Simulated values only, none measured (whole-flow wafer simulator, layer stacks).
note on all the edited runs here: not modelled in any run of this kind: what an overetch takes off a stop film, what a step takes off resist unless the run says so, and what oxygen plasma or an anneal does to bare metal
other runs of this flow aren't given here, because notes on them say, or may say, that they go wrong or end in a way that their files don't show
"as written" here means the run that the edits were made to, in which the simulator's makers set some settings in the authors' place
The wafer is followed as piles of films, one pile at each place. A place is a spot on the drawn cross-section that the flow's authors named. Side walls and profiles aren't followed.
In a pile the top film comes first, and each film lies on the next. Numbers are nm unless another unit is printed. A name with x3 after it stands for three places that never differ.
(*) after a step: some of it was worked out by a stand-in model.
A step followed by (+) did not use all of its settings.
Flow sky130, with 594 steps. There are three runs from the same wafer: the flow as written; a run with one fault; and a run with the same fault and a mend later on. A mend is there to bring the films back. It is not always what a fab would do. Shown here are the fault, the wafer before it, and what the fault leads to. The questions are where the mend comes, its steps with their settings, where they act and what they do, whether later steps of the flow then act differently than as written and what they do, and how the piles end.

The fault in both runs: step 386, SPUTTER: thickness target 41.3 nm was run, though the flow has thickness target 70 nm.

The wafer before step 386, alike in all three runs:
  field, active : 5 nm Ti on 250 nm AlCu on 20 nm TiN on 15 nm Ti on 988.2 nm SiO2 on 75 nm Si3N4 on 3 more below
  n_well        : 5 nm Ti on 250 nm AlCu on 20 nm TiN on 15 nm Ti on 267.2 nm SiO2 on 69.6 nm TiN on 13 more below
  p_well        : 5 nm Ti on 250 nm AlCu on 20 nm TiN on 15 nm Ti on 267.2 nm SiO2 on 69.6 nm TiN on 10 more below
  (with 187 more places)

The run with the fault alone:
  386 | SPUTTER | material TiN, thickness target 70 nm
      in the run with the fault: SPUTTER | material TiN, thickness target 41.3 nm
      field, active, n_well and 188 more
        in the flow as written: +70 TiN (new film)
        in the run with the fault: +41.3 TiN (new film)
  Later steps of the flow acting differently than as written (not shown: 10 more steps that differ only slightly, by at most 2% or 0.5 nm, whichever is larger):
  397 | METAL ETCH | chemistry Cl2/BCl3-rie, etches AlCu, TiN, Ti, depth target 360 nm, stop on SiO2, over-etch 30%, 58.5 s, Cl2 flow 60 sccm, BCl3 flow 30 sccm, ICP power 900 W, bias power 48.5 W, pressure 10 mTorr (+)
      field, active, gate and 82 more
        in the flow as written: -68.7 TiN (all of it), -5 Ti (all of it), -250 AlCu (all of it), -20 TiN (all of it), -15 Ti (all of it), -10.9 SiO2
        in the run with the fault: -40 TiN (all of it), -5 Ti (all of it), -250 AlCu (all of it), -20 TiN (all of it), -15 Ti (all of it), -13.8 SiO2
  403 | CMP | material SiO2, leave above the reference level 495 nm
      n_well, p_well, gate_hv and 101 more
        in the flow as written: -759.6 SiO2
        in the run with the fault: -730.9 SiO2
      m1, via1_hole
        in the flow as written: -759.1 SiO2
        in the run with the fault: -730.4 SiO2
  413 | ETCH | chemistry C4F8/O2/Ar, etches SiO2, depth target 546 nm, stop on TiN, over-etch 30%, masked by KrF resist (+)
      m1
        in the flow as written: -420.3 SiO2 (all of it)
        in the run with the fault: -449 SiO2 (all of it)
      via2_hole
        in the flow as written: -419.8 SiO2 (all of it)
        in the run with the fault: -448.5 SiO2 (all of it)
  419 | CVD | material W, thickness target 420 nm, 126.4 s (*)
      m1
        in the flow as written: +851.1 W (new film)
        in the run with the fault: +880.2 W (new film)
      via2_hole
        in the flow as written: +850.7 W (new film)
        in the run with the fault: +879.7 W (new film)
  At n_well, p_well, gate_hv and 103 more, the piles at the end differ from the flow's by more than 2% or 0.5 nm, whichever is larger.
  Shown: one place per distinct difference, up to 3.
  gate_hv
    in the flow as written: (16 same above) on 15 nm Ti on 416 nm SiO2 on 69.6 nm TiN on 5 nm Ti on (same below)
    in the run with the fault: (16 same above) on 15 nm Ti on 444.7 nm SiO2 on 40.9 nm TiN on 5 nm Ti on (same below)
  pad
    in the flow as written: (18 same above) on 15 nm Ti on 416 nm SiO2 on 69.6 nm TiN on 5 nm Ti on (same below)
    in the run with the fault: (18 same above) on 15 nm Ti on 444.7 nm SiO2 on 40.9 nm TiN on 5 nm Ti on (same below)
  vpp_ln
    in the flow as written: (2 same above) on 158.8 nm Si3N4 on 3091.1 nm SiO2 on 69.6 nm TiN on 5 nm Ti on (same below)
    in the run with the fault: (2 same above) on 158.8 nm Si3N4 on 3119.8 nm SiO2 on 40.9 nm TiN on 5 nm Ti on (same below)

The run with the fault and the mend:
  The mend follows step 386.
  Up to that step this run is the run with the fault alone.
  386a | SPUTTER | material TiN, thickness target 28.7 nm (a further turn of the flow's step 386, with different settings)
      field, active, n_well and 188 more
        +28.7 TiN
  Every later step of the flow that is run acts as written at every place that is followed.
  By the end, the piles equal the flow's at every place that both follow.
